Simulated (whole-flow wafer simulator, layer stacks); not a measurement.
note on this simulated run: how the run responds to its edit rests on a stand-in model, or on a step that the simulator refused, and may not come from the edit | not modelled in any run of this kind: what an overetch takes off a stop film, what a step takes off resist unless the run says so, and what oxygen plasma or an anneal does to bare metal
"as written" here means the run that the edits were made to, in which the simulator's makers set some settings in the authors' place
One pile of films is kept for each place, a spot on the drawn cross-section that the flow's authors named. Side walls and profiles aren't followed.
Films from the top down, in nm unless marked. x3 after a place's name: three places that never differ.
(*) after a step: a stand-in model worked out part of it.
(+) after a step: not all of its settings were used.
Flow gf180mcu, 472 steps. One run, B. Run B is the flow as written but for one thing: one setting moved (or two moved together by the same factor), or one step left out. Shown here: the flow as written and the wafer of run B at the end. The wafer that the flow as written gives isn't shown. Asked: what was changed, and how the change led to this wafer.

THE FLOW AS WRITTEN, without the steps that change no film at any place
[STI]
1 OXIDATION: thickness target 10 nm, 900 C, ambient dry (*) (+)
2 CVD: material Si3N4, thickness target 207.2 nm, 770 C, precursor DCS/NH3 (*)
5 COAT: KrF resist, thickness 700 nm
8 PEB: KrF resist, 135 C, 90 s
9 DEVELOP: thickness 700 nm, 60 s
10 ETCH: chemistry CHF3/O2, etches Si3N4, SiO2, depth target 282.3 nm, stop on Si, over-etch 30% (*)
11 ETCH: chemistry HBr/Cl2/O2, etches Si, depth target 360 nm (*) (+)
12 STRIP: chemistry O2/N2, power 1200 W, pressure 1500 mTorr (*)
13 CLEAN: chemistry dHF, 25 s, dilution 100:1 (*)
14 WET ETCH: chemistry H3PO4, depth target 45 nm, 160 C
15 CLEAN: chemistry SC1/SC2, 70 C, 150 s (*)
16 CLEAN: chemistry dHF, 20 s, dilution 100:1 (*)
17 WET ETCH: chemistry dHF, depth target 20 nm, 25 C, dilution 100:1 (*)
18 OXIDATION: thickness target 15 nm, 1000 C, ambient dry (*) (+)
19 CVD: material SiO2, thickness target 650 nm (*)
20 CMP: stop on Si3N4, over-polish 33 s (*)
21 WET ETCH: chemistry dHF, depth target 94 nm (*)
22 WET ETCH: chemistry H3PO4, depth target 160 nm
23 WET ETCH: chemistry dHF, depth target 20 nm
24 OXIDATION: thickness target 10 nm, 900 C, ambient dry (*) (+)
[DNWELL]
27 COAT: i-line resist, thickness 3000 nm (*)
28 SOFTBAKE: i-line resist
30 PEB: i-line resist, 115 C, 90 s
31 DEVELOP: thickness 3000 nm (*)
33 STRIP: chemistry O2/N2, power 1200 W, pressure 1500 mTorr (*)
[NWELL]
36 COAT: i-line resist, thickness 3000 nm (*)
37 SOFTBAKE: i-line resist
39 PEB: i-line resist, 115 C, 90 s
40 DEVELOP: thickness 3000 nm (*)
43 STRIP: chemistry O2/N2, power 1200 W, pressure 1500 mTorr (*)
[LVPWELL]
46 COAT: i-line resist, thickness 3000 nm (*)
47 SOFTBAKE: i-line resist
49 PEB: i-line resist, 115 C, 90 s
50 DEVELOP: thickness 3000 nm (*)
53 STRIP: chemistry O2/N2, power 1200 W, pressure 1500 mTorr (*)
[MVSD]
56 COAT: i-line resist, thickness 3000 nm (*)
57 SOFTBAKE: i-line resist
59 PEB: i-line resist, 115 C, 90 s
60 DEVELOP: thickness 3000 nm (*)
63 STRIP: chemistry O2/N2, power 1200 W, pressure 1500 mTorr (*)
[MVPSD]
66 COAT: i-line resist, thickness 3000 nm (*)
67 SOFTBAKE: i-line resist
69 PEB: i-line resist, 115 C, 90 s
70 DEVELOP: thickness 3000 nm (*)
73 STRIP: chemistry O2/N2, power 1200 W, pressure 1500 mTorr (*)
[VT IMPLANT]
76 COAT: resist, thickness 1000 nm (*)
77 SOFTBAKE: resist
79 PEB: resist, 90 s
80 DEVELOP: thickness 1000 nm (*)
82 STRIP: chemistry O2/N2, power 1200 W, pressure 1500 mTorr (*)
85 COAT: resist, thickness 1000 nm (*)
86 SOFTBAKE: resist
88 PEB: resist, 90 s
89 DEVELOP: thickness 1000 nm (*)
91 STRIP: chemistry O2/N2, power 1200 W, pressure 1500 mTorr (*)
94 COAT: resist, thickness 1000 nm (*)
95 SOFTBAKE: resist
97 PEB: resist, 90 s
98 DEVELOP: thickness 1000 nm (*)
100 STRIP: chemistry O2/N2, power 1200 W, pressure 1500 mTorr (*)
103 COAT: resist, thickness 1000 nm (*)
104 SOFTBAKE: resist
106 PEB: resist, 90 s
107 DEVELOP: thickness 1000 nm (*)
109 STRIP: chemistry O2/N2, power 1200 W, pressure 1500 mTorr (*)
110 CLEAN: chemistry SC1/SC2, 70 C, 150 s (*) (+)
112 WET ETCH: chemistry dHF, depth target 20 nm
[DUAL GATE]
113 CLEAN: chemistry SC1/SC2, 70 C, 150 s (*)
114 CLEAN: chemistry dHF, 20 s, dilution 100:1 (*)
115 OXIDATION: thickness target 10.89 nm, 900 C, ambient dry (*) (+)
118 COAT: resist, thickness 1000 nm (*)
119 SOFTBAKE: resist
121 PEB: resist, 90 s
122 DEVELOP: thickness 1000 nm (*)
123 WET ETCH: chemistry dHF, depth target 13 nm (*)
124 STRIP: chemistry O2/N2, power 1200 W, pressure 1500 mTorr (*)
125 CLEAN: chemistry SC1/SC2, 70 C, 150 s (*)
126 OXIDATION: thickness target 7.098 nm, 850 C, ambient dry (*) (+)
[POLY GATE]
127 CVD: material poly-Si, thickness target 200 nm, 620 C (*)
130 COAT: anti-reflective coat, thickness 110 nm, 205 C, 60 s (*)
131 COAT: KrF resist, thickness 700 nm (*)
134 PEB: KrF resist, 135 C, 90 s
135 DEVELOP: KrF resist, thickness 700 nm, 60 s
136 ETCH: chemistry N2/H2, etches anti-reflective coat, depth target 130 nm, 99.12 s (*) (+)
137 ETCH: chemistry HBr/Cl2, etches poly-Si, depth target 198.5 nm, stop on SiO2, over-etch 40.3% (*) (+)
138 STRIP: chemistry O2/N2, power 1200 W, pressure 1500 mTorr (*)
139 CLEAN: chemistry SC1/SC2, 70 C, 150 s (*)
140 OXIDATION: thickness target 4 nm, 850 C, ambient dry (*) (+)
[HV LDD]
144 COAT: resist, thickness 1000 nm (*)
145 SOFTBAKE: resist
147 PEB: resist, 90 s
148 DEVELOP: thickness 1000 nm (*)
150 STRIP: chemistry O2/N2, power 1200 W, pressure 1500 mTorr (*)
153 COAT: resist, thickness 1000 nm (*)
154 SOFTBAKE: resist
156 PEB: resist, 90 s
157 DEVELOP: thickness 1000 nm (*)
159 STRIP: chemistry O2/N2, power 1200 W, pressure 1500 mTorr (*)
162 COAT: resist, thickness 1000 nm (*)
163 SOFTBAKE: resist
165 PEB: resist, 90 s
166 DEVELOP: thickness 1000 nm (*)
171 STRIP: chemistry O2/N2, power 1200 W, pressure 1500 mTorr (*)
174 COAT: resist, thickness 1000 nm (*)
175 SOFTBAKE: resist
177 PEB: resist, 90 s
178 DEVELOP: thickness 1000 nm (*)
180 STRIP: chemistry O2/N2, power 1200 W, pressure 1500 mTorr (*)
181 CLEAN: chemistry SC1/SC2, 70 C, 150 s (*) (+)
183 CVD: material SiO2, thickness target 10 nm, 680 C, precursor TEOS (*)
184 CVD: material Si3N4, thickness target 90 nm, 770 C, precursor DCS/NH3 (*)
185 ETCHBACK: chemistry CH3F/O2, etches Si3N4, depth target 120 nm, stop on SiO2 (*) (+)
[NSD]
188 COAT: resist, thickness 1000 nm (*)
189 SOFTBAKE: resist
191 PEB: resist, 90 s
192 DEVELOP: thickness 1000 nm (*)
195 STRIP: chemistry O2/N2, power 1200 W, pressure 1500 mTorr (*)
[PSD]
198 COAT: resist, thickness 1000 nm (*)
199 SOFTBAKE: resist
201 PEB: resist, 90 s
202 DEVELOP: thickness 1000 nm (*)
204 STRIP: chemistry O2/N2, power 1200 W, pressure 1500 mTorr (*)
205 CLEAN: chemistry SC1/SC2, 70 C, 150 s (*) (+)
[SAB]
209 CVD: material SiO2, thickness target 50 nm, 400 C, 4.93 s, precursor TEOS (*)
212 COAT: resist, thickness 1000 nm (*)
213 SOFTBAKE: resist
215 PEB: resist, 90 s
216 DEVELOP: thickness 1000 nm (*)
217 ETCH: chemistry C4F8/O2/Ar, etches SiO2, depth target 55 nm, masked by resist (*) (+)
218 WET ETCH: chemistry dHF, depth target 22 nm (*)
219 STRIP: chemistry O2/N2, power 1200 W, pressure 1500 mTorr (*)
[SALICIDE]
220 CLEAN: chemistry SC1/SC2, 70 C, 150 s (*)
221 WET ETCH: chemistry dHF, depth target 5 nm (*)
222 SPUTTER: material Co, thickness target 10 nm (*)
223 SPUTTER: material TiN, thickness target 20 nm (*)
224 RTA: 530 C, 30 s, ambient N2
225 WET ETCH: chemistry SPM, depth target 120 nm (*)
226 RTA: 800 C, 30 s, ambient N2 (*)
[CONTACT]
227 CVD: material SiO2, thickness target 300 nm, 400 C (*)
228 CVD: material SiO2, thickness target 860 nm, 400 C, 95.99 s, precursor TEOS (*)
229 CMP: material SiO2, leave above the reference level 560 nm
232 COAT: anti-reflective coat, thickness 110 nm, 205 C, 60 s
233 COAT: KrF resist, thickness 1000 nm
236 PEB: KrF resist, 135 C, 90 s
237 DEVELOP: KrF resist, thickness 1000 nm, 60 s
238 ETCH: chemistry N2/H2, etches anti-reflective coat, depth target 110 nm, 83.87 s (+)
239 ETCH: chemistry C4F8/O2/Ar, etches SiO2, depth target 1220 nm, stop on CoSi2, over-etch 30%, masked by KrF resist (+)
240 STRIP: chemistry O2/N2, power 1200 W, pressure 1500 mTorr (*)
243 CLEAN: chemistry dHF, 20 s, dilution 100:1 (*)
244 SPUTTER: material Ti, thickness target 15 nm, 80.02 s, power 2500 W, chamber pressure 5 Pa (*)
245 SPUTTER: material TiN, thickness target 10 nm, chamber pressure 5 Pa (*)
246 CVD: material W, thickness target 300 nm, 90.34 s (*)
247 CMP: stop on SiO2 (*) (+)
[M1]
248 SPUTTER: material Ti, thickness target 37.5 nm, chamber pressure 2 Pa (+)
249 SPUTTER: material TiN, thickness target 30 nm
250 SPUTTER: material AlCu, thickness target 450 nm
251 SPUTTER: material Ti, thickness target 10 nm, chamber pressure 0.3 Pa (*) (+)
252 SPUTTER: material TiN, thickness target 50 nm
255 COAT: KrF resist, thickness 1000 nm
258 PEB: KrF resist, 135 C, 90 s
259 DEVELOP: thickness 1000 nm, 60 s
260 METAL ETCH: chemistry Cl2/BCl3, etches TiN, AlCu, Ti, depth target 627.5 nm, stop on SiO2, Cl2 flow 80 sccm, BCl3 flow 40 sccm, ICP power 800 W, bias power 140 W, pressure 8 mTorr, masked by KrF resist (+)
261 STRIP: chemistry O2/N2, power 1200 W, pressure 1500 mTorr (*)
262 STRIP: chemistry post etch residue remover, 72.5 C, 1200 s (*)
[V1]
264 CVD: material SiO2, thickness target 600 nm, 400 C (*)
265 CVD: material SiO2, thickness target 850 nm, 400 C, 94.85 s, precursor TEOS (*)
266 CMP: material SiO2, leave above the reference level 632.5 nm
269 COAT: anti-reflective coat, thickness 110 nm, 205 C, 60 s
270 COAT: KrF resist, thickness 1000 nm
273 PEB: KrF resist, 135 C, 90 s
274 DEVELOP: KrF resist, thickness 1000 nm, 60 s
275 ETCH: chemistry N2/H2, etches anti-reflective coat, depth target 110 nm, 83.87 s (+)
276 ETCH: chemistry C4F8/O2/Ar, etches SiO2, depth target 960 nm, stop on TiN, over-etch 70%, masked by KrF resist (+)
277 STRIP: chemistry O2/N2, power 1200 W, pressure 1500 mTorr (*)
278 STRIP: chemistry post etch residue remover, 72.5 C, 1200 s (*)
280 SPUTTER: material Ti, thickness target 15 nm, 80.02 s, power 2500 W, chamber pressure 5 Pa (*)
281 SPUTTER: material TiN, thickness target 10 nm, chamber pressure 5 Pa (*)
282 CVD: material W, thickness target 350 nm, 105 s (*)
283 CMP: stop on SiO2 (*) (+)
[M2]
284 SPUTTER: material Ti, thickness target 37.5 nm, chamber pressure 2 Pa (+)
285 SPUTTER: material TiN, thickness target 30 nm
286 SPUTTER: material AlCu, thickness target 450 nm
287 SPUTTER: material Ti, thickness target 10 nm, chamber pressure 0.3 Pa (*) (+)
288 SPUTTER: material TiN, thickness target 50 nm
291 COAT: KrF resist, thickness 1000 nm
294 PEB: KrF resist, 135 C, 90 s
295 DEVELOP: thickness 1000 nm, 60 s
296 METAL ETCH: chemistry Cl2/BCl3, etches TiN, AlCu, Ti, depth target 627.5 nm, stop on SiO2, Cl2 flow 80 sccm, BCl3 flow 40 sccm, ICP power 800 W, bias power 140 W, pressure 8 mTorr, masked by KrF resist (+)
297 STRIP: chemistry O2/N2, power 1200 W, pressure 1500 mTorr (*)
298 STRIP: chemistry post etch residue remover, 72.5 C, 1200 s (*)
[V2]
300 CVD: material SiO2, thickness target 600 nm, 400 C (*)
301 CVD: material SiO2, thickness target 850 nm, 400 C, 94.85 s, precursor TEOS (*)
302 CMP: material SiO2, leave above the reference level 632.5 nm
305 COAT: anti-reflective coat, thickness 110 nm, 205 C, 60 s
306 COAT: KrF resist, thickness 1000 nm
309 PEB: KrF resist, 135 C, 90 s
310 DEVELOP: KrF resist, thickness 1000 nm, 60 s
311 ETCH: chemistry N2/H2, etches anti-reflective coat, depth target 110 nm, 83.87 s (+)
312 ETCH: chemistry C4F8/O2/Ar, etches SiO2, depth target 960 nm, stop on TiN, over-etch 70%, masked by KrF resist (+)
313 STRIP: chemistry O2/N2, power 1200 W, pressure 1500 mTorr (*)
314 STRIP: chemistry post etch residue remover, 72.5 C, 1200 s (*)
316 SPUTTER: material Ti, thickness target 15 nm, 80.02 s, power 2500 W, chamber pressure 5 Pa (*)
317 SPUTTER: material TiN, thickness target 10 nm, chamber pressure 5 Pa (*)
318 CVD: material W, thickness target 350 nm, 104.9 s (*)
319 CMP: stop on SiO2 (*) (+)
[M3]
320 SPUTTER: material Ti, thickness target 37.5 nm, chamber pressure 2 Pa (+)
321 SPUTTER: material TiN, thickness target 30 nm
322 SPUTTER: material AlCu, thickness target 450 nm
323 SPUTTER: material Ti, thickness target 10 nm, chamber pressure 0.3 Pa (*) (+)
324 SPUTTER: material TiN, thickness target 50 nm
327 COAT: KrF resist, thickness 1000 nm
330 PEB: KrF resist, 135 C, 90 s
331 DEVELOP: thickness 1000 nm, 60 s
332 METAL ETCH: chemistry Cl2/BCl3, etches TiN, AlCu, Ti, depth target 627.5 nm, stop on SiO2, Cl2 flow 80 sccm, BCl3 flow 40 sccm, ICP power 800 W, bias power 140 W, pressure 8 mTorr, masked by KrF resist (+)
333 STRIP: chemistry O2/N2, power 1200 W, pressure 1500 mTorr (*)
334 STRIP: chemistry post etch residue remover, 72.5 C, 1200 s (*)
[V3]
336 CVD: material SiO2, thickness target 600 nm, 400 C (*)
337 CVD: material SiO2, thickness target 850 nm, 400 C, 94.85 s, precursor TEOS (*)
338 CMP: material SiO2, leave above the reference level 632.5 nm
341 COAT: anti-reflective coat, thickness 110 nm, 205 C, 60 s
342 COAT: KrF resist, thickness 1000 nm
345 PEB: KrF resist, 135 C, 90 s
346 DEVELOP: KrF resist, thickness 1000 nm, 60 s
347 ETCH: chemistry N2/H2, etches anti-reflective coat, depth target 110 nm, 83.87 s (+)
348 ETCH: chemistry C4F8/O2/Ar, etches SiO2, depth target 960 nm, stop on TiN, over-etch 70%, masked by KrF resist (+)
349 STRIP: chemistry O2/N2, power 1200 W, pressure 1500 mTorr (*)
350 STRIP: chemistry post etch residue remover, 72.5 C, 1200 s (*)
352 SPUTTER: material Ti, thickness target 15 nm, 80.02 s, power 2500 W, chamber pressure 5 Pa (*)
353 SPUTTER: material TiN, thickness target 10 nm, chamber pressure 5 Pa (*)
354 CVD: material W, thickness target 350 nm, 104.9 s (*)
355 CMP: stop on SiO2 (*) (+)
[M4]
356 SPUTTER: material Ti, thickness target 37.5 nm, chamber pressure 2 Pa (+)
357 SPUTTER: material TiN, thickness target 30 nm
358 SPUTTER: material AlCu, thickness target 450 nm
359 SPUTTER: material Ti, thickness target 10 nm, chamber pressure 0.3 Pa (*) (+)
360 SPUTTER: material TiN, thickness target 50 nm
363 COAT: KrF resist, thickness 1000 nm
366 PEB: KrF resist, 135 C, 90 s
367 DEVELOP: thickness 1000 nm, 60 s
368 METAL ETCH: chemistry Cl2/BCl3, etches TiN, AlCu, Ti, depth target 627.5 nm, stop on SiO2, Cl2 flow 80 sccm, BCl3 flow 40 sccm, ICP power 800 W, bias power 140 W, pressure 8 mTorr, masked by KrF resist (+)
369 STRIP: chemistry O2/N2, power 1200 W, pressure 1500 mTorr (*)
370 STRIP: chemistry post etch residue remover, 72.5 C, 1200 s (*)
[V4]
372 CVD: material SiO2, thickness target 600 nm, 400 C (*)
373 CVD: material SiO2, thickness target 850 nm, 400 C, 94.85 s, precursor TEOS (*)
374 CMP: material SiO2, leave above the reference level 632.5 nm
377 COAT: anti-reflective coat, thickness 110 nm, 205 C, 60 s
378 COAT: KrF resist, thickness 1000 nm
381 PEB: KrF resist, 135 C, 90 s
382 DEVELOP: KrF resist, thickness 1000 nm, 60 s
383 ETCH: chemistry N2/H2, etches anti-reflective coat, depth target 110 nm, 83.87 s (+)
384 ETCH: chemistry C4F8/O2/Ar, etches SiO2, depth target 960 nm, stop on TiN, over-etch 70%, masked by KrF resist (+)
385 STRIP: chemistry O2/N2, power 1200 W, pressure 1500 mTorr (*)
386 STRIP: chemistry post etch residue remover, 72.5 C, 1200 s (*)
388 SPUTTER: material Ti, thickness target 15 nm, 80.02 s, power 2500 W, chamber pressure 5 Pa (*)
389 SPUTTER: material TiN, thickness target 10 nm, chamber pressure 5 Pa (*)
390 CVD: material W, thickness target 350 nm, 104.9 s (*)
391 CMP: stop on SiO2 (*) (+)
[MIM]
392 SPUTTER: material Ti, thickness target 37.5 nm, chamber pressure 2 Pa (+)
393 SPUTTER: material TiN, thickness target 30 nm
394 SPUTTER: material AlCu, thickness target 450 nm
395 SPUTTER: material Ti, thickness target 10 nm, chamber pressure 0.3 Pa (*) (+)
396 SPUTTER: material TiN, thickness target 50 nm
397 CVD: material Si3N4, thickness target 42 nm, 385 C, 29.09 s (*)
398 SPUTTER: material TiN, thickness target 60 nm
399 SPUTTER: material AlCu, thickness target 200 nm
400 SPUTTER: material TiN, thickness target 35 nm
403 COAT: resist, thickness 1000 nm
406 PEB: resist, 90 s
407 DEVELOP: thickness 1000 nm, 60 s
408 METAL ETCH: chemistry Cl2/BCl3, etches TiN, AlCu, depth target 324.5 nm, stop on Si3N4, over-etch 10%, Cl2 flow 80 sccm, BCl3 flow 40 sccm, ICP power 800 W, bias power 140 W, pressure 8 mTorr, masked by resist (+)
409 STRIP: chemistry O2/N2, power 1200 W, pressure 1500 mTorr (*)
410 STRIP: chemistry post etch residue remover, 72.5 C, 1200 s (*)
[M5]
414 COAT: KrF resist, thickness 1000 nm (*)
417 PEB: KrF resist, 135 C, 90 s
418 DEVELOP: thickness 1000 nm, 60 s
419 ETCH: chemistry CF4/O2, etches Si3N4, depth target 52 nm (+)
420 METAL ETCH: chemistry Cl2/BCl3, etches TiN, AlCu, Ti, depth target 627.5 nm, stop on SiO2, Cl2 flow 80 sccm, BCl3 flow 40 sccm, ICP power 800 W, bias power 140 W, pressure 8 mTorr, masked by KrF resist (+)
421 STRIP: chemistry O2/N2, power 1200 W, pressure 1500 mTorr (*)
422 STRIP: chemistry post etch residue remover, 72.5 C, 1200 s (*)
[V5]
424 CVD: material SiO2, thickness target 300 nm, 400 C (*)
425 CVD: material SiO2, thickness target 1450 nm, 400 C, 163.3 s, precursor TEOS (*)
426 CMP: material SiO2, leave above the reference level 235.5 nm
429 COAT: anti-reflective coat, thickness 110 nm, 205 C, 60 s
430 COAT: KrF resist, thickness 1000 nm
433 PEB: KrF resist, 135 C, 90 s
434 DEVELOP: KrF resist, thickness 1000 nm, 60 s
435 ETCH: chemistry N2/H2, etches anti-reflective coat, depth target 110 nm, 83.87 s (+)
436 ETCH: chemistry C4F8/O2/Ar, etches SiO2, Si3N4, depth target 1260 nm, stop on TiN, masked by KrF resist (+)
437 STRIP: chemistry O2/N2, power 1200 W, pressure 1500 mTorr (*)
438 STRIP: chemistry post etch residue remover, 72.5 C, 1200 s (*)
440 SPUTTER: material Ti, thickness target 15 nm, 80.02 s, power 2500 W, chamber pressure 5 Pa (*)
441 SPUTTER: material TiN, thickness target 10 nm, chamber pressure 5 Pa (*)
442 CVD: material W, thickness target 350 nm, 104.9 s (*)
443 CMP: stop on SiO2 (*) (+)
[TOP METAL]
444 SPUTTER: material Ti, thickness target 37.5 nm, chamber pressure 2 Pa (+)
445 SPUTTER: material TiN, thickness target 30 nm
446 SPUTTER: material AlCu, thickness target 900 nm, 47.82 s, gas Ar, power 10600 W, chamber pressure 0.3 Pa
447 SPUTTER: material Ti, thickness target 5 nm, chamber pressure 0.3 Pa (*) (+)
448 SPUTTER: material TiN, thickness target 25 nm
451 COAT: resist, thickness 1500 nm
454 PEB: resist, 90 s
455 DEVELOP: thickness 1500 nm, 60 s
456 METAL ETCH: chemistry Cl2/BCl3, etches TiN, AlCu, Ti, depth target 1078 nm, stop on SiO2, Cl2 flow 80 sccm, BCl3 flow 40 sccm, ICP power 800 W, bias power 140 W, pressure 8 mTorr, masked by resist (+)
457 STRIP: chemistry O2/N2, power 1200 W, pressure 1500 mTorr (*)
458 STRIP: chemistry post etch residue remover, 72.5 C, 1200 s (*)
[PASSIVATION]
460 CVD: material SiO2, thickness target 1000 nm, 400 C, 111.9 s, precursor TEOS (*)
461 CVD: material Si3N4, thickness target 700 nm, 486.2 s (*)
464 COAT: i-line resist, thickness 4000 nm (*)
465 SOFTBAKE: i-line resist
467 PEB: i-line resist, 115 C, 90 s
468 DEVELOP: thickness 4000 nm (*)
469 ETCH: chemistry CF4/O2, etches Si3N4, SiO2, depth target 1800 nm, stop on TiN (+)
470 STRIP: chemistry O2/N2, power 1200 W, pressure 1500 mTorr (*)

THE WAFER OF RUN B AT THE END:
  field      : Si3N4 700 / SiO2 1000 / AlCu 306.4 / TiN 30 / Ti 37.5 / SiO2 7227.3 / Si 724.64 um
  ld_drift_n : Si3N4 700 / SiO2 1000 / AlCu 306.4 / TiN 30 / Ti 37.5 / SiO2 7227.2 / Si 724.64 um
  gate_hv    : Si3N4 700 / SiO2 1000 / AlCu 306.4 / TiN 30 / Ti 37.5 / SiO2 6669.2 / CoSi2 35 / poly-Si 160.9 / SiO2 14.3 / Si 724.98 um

The cause: step 446, SPUTTER: 71.73 s was run, where the flow has 47.82 s.

How the change led to this, step by step:
  446 SPUTTER: material AlCu, thickness target 900 nm, 47.82 s, gas Ar, power 10600 W, chamber pressure 0.3 Pa
      field, field__w1, field__w2 and 109 more: AlCu +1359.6 (new film) (as written it would be: AlCu +900 (new film))
  456 METAL ETCH: chemistry Cl2/BCl3, etches TiN, AlCu, Ti, depth target 1078 nm, stop on SiO2, Cl2 flow 80 sccm, BCl3 flow 40 sccm, ICP power 800 W, bias power 140 W, pressure 8 mTorr, masked by resist (+)
      field, field__w1, field__w2 and 103 more: TiN -25 (all of it), Ti -5 (all of it), AlCu -1047.5 (as written it would be: TiN -25 (all of it), Ti -5 (all of it), AlCu -900 (all of it), TiN -30 (all of it), Ti -37.5 (all of it))
  458 STRIP: chemistry post etch residue remover, 72.5 C, 1200 s (*)
      field, field__w1, field__w2 and 103 more: AlCu -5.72 (as written it would be: nothing)
  460 CVD: material SiO2, thickness target 1000 nm, 400 C, 111.9 s, precursor TEOS (*)
      field, field__w1, field__w2 and 103 more: SiO2 +1000 (new film) (as written it would be: SiO2 +1000)
  464 COAT: i-line resist, thickness 4000 nm (*)
      field__w8: i-line resist +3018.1 (new film) (as written it would be: i-line resist +3093.1 (new film))
      contact: i-line resist +3059.2 (new film) (as written it would be: i-line resist +3153.6 (new film))
      (and at 4 more places)
  465 SOFTBAKE: i-line resist
      field__w5, field__w9: i-line resist +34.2 (as written it would be: i-line resist +37.3)
      field__w11, field__w13: i-line resist +35.5 (as written it would be: i-line resist +37.9)
      (and at 56 more places)
  467 PEB: i-line resist, 115 C, 90 s
      field__w8, m1__w1: i-line resist -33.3 (as written it would be: i-line resist -34.7)
      contact, m1: i-line resist -33.6 (as written it would be: i-line resist -35.1)
      (and at 2 more places)
  468 DEVELOP: thickness 4000 nm (*)
      pad: i-line resist -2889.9 (all of it) (as written it would be: i-line resist -2974.8 (all of it))
  470 STRIP: chemistry O2/N2, power 1200 W, pressure 1500 mTorr (*)
      field__w8, m1__w1: i-line resist -1705.3 (all of it) (as written it would be: i-line resist -1787.7 (all of it))
      contact: i-line resist -1722 (all of it) (as written it would be: i-line resist -1811.2 (all of it))
      (and at 2 more places)
Counting metal films that touch as one body, field has 1 body; the flow as written gives 0 bodies.
Counting metal films that touch as one body, ld_drift_n has 1 body; the flow as written gives 0 bodies.
Counting metal films that touch as one body, gate_hv has 2 bodies (between them, from the top down: SiO2 6669.2); the flow as written gives 1 body.
